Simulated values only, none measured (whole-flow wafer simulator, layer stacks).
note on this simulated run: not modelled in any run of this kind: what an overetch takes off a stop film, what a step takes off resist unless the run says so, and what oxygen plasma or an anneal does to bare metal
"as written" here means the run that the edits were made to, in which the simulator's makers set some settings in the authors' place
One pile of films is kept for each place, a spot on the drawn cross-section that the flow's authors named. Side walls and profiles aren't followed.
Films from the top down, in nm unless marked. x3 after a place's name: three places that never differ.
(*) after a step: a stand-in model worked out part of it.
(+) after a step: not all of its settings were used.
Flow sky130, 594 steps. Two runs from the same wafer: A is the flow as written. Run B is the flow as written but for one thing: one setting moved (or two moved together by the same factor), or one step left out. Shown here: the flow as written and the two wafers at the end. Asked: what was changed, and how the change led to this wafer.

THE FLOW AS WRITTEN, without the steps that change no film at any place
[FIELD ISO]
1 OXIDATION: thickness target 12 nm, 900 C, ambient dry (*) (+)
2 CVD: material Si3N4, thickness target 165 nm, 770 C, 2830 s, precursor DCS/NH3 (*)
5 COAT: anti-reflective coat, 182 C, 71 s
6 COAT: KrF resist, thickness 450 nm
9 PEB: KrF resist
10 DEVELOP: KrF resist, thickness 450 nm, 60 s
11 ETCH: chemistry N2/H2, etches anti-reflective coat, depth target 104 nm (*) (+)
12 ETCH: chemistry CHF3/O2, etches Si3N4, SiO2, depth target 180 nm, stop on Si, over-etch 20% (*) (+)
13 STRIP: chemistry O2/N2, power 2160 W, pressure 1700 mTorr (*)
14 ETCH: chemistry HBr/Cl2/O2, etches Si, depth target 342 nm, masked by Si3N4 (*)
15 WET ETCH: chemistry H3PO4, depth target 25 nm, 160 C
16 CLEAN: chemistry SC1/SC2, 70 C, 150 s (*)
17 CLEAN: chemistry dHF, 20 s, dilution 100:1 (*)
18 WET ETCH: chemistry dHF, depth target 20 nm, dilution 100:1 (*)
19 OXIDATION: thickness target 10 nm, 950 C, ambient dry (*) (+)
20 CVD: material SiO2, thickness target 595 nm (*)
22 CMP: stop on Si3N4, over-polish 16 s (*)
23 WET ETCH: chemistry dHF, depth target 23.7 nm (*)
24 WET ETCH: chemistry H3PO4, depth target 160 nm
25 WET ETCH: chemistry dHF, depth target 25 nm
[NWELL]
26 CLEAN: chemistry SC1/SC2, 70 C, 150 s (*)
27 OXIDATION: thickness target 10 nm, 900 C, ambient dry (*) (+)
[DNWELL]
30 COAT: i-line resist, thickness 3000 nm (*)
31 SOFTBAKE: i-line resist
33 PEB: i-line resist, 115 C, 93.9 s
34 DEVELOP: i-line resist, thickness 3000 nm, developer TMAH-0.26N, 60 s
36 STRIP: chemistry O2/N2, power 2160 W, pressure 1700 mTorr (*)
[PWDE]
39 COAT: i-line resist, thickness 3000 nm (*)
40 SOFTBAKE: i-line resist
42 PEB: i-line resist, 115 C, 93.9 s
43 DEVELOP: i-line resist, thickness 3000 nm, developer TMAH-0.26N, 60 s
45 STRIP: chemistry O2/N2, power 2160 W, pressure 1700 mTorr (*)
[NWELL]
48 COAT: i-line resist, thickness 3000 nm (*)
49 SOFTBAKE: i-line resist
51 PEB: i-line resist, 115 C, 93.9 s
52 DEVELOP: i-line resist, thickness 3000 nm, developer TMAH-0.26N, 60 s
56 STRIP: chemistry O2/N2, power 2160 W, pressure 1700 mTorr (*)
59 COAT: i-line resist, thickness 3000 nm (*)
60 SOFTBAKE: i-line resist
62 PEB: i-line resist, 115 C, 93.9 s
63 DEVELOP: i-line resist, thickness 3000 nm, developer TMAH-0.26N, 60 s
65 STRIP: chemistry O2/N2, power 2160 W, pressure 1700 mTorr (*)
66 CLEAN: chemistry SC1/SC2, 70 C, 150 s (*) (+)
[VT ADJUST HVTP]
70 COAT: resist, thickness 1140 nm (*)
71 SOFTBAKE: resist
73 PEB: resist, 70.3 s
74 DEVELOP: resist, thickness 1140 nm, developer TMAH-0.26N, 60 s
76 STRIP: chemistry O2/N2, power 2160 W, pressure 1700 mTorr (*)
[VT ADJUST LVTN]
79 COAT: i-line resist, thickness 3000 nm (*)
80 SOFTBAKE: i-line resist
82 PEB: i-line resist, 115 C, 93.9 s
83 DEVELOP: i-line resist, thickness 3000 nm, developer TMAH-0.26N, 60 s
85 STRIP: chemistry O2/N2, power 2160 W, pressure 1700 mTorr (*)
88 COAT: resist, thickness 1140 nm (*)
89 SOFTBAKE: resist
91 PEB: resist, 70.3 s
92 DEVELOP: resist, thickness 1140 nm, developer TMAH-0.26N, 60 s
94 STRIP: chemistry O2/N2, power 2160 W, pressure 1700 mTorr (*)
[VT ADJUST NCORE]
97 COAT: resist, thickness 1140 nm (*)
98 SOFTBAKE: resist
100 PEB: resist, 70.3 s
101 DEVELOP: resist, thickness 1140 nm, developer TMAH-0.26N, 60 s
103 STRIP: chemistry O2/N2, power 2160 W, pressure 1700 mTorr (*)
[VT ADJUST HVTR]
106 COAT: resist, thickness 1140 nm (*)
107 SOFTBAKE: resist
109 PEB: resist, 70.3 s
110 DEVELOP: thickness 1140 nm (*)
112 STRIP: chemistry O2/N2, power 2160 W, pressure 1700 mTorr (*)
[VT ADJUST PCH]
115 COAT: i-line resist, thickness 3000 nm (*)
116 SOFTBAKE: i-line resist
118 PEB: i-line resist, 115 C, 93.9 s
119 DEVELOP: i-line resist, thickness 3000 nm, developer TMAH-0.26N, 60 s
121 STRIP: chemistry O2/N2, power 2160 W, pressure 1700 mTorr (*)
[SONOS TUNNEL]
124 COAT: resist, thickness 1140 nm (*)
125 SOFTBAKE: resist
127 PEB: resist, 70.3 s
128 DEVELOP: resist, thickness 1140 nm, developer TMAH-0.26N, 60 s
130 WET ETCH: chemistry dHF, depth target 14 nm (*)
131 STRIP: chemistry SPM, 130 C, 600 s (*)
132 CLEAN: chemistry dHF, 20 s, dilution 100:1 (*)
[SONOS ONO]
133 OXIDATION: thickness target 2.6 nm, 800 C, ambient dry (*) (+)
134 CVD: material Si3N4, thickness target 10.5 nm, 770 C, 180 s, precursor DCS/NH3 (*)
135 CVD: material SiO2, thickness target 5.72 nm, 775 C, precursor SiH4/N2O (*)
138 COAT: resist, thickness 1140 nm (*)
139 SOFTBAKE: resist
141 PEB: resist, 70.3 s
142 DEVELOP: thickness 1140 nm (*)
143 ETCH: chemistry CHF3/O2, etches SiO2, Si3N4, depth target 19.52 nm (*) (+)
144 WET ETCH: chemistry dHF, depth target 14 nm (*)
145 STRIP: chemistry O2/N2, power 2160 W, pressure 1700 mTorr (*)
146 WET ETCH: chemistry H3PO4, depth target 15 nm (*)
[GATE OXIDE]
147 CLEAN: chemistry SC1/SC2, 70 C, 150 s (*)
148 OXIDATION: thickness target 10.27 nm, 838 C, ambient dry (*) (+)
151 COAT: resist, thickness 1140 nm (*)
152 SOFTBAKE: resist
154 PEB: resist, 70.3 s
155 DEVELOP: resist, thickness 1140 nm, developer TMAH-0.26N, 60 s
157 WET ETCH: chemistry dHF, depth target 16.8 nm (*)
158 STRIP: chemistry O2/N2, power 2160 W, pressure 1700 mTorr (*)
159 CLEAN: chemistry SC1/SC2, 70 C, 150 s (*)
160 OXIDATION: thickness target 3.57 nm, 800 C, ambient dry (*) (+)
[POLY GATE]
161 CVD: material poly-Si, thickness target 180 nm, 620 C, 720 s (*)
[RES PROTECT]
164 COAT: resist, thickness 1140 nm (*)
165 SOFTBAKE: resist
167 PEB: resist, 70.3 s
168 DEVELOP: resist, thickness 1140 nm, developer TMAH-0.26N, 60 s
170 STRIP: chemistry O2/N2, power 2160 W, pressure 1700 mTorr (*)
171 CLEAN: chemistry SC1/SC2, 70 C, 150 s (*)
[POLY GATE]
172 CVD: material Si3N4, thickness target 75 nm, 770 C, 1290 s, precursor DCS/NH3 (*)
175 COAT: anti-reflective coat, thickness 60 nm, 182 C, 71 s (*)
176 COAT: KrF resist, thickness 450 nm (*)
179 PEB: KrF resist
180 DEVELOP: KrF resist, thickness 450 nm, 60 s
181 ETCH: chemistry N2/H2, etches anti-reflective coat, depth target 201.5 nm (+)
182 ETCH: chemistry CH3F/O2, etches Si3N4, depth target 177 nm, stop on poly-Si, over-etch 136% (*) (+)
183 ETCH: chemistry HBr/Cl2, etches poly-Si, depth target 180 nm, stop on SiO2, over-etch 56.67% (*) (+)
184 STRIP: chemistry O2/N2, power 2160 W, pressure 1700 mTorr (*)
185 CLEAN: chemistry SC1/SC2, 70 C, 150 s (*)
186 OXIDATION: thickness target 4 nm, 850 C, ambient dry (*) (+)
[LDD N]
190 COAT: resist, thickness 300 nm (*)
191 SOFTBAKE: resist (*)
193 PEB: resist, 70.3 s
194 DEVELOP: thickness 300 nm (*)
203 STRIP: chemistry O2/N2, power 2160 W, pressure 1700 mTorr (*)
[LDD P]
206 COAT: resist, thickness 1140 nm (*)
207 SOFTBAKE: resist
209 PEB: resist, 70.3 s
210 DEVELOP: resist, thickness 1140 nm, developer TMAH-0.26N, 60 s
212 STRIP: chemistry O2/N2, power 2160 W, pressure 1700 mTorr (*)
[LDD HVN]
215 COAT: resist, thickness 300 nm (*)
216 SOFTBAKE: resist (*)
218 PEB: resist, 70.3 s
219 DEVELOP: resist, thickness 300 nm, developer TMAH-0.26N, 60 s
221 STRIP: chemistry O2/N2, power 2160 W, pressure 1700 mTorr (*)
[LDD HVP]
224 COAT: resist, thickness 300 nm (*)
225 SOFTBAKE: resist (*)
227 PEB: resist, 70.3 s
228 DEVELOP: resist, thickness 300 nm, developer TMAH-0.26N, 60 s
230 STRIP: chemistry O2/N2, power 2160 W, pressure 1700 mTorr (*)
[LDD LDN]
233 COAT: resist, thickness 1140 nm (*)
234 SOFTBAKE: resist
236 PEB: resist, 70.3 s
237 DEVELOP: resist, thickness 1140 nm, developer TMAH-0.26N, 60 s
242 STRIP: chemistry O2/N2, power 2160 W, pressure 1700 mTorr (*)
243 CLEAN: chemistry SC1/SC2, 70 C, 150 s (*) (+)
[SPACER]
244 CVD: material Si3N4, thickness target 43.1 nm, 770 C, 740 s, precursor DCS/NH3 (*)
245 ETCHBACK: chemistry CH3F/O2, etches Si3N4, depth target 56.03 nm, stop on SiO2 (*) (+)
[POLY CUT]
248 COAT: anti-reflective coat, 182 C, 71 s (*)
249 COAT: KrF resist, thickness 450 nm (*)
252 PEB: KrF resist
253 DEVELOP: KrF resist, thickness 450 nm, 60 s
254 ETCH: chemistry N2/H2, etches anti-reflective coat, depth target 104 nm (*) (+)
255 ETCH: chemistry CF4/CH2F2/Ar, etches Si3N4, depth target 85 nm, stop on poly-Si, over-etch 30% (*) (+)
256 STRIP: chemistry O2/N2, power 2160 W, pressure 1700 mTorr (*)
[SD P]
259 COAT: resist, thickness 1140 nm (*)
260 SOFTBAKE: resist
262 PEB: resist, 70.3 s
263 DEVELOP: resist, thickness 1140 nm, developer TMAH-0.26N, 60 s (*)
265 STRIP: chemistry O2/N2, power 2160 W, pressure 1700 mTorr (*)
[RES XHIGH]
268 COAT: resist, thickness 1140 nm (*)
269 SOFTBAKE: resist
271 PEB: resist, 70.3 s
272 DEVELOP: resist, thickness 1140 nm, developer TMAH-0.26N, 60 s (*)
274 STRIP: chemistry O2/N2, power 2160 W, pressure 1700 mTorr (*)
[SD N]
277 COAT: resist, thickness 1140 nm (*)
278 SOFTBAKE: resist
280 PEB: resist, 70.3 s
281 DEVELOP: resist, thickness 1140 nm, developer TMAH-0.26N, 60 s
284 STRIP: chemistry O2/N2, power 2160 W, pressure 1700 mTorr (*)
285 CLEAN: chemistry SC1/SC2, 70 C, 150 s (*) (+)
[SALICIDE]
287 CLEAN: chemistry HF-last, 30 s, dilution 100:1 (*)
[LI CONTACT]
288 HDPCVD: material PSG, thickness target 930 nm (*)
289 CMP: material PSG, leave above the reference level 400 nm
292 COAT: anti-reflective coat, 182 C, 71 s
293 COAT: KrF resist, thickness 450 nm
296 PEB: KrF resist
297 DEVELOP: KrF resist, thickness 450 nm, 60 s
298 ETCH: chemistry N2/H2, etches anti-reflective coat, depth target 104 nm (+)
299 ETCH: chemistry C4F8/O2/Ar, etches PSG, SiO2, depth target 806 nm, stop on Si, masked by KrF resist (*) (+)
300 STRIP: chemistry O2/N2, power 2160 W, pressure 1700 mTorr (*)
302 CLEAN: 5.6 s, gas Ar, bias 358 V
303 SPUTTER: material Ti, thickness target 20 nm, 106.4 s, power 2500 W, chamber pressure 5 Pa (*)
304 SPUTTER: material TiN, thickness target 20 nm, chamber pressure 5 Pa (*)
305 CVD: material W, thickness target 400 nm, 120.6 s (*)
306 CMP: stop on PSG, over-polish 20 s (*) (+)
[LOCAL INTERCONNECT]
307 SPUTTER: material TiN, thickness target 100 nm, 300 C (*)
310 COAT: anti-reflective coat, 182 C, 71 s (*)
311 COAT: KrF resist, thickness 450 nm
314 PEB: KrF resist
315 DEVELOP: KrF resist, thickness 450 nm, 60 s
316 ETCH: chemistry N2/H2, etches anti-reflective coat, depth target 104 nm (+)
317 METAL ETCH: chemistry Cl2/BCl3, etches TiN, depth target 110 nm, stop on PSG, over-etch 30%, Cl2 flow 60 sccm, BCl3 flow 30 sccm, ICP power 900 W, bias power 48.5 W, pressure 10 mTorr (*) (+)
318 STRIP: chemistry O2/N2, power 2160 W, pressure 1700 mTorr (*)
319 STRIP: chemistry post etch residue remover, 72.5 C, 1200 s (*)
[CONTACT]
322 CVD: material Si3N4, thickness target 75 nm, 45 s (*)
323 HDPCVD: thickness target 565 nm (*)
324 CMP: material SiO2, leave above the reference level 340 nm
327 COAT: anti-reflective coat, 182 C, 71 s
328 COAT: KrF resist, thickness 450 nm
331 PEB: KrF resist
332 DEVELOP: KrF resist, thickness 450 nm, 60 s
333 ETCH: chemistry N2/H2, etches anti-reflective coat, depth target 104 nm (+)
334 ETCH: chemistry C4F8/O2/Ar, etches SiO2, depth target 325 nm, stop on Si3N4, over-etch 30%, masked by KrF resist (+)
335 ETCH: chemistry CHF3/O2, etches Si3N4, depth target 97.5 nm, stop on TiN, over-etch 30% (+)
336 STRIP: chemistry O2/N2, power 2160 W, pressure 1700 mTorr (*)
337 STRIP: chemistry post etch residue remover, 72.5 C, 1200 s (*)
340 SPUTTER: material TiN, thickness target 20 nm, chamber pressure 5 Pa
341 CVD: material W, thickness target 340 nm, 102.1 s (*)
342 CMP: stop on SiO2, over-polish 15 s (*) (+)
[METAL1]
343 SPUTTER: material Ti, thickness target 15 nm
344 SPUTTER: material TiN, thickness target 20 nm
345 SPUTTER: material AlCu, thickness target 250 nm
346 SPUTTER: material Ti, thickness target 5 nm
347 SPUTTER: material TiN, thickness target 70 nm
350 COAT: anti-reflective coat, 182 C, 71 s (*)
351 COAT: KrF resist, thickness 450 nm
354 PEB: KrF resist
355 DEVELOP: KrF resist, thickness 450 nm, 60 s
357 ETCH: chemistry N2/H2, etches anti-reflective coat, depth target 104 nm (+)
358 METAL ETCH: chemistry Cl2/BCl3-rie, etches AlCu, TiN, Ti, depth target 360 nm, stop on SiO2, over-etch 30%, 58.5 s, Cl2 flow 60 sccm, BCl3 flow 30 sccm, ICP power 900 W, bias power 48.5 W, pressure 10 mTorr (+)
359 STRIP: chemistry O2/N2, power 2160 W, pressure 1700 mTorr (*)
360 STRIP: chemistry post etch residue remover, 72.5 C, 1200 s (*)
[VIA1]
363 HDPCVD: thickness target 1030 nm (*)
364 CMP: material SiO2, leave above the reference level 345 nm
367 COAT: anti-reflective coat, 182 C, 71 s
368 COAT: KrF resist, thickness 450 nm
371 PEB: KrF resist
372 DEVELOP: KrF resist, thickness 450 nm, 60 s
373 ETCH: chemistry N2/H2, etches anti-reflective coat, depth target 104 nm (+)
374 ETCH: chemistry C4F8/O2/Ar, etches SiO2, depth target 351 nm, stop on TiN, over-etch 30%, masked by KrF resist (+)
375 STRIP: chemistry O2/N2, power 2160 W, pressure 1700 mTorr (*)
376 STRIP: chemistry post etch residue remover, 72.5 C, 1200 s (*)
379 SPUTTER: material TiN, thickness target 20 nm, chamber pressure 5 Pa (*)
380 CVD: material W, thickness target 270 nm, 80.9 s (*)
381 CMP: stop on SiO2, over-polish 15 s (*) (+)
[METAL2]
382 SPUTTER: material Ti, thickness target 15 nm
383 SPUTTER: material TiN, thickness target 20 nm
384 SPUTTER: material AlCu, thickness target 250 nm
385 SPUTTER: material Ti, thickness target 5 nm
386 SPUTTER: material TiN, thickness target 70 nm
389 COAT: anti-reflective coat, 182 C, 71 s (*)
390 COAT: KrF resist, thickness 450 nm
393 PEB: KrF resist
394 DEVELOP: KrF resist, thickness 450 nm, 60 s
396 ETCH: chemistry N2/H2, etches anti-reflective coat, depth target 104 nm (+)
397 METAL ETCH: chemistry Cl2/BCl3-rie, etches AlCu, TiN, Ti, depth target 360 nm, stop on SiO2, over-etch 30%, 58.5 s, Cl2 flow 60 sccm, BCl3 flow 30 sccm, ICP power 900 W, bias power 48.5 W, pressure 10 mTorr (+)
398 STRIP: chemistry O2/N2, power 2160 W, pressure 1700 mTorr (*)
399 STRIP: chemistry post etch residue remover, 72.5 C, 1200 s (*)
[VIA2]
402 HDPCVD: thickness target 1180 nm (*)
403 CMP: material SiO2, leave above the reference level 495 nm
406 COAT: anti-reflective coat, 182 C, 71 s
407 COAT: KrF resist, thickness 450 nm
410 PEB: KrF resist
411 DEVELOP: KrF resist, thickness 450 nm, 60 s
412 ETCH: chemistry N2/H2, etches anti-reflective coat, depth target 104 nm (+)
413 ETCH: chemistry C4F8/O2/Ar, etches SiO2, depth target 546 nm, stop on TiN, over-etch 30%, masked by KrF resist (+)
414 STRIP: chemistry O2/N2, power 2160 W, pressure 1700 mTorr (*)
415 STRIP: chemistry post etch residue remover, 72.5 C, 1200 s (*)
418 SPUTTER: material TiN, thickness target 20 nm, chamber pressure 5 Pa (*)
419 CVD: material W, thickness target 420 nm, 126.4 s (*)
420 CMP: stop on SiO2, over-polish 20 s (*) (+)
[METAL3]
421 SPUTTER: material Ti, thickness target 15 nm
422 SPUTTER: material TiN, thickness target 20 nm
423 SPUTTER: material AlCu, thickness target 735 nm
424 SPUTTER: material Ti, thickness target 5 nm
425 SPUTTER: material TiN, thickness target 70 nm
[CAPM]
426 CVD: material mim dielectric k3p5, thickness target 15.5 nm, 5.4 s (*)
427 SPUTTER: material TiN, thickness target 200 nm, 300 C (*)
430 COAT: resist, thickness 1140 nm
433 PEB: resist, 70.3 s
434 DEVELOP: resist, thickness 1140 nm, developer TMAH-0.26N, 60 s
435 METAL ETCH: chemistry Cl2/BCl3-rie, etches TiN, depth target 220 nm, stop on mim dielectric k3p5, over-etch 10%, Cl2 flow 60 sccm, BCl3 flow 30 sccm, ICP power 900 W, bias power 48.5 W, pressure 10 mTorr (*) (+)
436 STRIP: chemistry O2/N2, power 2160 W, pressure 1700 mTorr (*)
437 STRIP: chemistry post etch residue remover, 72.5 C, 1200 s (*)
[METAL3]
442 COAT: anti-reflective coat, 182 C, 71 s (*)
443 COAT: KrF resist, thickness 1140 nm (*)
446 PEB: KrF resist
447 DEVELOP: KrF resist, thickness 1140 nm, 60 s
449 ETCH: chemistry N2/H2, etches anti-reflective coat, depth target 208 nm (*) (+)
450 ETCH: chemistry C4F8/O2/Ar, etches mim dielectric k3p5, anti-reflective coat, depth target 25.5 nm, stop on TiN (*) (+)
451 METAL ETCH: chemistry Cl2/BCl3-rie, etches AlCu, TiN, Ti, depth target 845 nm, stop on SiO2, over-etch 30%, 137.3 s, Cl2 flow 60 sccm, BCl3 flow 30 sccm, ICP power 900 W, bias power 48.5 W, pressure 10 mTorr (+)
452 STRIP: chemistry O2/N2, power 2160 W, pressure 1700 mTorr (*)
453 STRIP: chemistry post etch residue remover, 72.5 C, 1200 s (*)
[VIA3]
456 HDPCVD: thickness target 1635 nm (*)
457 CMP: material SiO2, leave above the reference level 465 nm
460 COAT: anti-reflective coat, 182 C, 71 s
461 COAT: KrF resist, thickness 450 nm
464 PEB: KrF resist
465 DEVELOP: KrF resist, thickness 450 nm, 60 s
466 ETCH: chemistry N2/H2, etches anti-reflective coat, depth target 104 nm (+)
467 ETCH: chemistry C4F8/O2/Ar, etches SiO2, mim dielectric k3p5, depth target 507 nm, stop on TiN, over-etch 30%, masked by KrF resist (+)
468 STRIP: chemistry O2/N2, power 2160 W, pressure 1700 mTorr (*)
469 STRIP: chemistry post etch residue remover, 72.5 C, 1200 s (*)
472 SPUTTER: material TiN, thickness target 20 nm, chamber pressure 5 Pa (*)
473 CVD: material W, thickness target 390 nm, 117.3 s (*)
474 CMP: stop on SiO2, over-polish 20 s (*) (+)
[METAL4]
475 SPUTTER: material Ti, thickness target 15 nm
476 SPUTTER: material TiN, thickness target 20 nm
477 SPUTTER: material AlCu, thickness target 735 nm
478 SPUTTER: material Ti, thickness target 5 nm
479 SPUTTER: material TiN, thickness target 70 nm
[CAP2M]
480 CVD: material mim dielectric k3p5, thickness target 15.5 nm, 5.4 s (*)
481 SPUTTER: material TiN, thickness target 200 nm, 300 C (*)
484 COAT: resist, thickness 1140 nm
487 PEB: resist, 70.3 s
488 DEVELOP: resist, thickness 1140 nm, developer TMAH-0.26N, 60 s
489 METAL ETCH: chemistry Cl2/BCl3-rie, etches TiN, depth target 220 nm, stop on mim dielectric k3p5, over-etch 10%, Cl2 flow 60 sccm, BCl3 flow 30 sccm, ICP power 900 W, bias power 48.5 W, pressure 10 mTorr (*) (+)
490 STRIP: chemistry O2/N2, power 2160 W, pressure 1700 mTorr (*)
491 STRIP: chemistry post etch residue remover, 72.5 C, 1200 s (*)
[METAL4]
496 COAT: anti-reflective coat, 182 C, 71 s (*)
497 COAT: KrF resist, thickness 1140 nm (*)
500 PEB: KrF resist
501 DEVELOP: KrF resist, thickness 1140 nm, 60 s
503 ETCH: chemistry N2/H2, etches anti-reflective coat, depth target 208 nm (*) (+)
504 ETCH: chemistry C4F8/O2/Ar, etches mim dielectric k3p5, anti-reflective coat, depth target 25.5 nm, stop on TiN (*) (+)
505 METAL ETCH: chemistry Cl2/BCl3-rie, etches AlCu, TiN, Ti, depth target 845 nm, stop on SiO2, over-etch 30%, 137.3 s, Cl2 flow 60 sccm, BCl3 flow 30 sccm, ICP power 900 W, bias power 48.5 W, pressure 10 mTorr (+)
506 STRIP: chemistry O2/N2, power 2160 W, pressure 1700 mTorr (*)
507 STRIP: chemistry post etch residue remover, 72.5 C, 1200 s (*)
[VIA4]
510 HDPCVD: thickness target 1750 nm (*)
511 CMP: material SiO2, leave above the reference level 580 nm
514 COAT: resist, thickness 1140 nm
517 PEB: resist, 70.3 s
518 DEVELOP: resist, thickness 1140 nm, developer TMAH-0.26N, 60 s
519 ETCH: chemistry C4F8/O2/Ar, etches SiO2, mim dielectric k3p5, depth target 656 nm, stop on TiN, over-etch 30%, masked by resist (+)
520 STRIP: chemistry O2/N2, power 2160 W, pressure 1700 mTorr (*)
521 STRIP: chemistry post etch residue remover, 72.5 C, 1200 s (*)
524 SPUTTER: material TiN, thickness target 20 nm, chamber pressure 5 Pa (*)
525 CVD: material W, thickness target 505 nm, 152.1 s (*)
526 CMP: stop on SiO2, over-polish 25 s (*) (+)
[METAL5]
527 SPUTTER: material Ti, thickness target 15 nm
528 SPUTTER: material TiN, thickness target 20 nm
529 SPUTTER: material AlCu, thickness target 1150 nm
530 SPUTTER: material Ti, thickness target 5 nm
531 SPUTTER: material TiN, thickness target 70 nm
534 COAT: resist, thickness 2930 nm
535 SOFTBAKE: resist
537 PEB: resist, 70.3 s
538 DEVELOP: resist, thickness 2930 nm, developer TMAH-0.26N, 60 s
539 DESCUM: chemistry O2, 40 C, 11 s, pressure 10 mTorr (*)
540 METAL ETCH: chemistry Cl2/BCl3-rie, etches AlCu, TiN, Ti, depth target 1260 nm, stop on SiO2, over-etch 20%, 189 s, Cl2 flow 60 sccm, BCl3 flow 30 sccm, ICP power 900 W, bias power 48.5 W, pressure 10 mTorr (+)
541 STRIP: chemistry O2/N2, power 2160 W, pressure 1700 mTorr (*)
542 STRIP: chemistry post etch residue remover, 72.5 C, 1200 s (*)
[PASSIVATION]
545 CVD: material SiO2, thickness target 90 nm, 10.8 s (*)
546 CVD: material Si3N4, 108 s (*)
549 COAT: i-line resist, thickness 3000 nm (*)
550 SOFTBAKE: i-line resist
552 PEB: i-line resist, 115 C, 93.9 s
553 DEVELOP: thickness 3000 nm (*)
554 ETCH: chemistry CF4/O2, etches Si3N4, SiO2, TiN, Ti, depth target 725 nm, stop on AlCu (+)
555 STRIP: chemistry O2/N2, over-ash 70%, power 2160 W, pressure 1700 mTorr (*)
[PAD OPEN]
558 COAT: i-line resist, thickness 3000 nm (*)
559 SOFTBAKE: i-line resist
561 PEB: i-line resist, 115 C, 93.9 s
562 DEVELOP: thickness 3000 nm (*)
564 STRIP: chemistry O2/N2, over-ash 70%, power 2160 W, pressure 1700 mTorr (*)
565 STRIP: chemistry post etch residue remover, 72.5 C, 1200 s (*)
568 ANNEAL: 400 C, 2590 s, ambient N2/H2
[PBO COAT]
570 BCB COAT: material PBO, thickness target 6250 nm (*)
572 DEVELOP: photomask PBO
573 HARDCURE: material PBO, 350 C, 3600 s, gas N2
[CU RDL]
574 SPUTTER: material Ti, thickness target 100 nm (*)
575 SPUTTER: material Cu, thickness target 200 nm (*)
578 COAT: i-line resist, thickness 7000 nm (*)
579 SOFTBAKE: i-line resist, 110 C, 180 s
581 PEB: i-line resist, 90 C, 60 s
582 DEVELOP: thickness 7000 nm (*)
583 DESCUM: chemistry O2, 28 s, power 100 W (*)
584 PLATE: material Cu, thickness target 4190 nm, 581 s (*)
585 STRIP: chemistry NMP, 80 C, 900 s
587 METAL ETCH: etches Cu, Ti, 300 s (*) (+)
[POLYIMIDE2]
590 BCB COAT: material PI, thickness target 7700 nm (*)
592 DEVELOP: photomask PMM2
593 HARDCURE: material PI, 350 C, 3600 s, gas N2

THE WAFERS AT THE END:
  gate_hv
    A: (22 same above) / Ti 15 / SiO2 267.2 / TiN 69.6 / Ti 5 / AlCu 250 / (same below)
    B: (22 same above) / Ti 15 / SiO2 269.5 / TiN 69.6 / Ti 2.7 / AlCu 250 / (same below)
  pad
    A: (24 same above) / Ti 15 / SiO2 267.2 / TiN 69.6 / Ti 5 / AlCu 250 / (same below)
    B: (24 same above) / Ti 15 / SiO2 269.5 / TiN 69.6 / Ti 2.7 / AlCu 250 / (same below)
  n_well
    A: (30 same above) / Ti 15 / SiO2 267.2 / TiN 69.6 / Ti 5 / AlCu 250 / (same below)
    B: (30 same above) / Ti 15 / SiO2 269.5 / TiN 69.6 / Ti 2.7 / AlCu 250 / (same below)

The cause: step 346, SPUTTER: thickness target 2.7 nm was run, where the flow has thickness target 5 nm.
It can be read off the wafer: gate_hv has Ti 2.7, and step 346 as written asks for 5 nm.

How the change led to this, step by step:
  346 SPUTTER: material Ti, thickness target 5 nm
      field, active, n_well and 188 more: A Ti +5 (new film) | B Ti +2.7 (new film)
  358 METAL ETCH: chemistry Cl2/BCl3-rie, etches AlCu, TiN, Ti, depth target 360 nm, stop on SiO2, over-etch 30%, 58.5 s, Cl2 flow 60 sccm, BCl3 flow 30 sccm, ICP power 900 W, bias power 48.5 W, pressure 10 mTorr (+)
      field, active, gate and 81 more: A TiN -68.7 (all of it), Ti -5 (all of it), AlCu -250 (all of it), TiN -20 (all of it), Ti -15 (all of it), SiO2 -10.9 | B TiN -68.7 (all of it), Ti -2.7 (all of it), AlCu -250 (all of it), TiN -20 (all of it), Ti -15 (all of it), SiO2 -11.2
